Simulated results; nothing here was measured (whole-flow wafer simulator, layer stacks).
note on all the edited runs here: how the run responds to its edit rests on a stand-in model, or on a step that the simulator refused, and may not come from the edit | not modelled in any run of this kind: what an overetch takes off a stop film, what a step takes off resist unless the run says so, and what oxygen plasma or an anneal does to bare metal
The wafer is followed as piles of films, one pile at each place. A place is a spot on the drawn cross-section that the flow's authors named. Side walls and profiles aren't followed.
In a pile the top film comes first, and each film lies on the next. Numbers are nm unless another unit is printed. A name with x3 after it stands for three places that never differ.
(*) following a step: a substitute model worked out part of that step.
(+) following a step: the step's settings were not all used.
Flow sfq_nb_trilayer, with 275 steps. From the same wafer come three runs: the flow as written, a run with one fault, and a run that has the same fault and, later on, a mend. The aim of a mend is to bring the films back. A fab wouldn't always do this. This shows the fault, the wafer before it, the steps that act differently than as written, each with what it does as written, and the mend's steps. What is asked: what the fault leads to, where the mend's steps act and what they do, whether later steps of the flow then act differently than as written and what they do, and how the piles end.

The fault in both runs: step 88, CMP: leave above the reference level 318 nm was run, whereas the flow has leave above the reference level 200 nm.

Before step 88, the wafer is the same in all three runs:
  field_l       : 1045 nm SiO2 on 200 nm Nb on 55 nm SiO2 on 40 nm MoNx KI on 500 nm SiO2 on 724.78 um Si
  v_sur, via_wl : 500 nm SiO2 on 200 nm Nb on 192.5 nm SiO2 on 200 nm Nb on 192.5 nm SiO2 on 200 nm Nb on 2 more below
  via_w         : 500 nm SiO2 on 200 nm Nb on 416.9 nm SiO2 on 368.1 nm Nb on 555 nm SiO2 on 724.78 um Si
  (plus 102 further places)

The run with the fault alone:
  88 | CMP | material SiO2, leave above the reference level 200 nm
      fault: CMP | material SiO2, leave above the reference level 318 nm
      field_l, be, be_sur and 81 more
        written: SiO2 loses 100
        fault: nothing
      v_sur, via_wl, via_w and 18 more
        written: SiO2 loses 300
        fault: SiO2 loses 182
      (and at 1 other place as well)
  Steps further on in the flow that do not act as written (5 more steps, not shown, differ only slightly: by at most 2% or 0.5 nm, whichever is larger):
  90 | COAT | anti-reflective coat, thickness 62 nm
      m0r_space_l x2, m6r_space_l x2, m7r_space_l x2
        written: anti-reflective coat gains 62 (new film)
        fault: anti-reflective coat gains 64.7 (new film)
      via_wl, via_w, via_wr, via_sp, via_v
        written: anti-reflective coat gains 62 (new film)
        fault: anti-reflective coat gains 60.6 (new film)
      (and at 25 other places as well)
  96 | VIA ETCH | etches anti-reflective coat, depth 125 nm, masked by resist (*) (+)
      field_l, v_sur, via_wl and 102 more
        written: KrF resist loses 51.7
        fault: KrF resist loses 50.5
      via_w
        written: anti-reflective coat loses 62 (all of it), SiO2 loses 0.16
        fault: anti-reflective coat loses 60.6 (all of it), SiO2 loses 0.15
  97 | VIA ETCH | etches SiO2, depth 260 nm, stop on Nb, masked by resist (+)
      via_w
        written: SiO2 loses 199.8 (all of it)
        fault: SiO2 loses 260
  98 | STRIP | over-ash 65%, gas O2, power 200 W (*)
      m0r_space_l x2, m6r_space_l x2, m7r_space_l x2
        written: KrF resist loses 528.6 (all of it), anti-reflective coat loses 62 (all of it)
        fault: KrF resist loses 531.5 (all of it), anti-reflective coat loses 64.7 (all of it)
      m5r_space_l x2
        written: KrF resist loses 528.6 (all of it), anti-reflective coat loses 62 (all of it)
        fault: KrF resist loses 531.5 (all of it), anti-reflective coat loses 63.6 (all of it)
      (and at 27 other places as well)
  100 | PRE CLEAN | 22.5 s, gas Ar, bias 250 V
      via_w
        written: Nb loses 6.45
        fault: SiO2 loses 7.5
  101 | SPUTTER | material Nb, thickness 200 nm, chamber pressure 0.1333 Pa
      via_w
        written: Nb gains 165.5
        fault: Nb gains 152.6 (new film)
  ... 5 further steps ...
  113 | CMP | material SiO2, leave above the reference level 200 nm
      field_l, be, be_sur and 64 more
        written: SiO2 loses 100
        fault: SiO2 loses 82
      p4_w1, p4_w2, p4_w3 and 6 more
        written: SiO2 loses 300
        fault: SiO2 loses 282
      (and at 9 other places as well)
  The piles end different from the flow's at field_l, v_sur, via_wl and 103 more by more than 2% or 0.5 nm, whichever is larger.
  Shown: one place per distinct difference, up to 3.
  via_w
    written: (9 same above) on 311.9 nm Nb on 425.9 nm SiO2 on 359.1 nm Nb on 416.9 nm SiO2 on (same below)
    fault: (9 same above) on 311.9 nm Nb on 500 nm SiO2 on 152.6 nm Nb on 50.3 nm SiO2 on 200 nm Nb on 416.9 nm SiO2 on (same below)
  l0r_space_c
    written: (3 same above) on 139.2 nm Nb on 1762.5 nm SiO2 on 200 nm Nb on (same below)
    fault: (3 same above) on 139.2 nm Nb on 1880.5 nm SiO2 on 200 nm Nb on (same below)
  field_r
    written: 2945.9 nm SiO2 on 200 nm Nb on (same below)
    fault: 3063.9 nm SiO2 on 200 nm Nb on (same below)

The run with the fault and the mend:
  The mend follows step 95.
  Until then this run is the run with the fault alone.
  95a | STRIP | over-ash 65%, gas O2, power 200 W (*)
      r_end, moat, field_r, lsp_l, ln_m5, lsp_m, ln_m6
        KrF resist loses 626 (all of it), anti-reflective coat loses 62.1 (all of it)
      m0r_line_l x2, m6r_line_l x2, m7r_line_l x2
        KrF resist loses 628.3 (all of it), anti-reflective coat loses 62.6 (all of it)
      m0r_space_l x2, m6r_space_l x2, m7r_space_l x2
        KrF resist loses 626.9 (all of it), anti-reflective coat loses 64.7 (all of it)
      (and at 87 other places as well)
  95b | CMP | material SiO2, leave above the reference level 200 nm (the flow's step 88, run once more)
      field_l, be, be_sur and 81 more
        SiO2 loses 100
      v_sur, via_wl, via_w and 19 more
        SiO2 loses 118
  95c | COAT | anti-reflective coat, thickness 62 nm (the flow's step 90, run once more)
      field_l, v_sur, via_wl and 103 more
        anti-reflective coat gains 62 (new film)
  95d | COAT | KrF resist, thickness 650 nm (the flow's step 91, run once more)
      field_l, v_sur, via_wl and 103 more
        KrF resist gains 650 (new film)
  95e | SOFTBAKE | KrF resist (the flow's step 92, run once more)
      alters no film at any place that is followed
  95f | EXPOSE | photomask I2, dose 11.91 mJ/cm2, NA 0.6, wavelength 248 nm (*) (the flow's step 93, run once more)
      alters no film at any place that is followed
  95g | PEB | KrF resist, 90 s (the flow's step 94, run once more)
      field_l, v_sur, via_wl and 103 more
        KrF resist loses 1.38
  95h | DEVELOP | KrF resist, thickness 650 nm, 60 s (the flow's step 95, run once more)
      field_l, v_sur, via_wl and 102 more
        KrF resist loses 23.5
      via_w
        KrF resist loses 648.6 (all of it)
  Later steps of the flow that are run all act as written at every place that is followed.
  The piles end the same as the flow's at every place that both follow.
